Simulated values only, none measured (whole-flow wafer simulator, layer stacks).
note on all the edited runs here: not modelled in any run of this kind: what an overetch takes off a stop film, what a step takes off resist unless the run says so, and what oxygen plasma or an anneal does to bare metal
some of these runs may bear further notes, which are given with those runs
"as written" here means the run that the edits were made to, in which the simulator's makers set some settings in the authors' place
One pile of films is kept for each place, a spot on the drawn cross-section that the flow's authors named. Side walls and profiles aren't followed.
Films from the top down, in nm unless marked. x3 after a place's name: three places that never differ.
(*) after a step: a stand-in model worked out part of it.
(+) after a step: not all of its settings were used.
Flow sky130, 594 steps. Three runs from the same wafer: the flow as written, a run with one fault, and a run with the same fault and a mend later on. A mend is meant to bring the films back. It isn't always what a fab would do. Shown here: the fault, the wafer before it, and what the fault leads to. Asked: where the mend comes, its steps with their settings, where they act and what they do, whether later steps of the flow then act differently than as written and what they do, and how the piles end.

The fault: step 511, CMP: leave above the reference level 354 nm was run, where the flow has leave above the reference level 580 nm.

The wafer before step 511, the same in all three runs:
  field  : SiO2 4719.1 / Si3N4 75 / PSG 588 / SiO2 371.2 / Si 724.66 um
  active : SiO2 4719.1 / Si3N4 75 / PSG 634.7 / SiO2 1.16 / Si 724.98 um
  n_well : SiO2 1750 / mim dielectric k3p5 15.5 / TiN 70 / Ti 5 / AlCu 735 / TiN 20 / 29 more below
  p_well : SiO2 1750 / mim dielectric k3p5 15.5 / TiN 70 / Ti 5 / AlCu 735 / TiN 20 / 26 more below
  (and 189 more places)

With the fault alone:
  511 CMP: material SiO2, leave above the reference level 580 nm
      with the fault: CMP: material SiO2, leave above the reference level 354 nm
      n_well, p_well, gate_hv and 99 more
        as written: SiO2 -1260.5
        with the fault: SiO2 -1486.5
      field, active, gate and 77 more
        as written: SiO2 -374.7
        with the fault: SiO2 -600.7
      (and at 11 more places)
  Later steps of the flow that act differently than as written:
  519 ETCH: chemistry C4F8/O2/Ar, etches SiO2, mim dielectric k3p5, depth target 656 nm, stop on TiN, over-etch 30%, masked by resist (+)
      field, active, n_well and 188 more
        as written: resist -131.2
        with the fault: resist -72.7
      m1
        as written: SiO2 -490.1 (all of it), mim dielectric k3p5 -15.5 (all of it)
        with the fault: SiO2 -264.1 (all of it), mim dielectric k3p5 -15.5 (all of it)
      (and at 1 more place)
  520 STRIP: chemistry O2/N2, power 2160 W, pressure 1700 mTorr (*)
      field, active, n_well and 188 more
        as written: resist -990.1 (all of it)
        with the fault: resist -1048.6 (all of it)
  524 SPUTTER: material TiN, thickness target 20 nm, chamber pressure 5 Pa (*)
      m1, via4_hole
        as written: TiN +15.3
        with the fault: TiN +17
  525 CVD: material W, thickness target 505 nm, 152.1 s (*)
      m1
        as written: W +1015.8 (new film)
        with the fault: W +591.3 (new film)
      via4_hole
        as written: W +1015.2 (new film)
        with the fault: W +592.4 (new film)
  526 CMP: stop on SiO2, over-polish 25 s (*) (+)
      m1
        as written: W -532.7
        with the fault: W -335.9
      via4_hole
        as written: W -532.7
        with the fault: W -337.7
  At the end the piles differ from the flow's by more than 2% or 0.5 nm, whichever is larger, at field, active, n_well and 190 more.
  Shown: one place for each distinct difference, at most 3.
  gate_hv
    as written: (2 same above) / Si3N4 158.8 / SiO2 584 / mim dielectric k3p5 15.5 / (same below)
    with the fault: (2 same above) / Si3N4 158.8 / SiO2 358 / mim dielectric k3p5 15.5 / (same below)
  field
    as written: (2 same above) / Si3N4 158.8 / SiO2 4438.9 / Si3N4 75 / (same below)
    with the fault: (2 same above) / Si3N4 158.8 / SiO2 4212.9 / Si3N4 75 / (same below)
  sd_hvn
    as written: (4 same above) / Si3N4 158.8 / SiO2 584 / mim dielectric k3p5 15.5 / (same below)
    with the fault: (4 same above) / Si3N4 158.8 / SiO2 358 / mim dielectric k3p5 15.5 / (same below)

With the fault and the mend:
  The mend comes after step 511.
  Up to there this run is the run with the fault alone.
  511a HDPCVD: thickness target 226 nm (*) (the flow's step 510 once more, with other settings)
      field, active, n_well and 190 more
        SiO2 +226
  No later step of the flow acts differently than as written at any place that is followed.
  At the end the piles are the same as the flow's at every place that both follow.
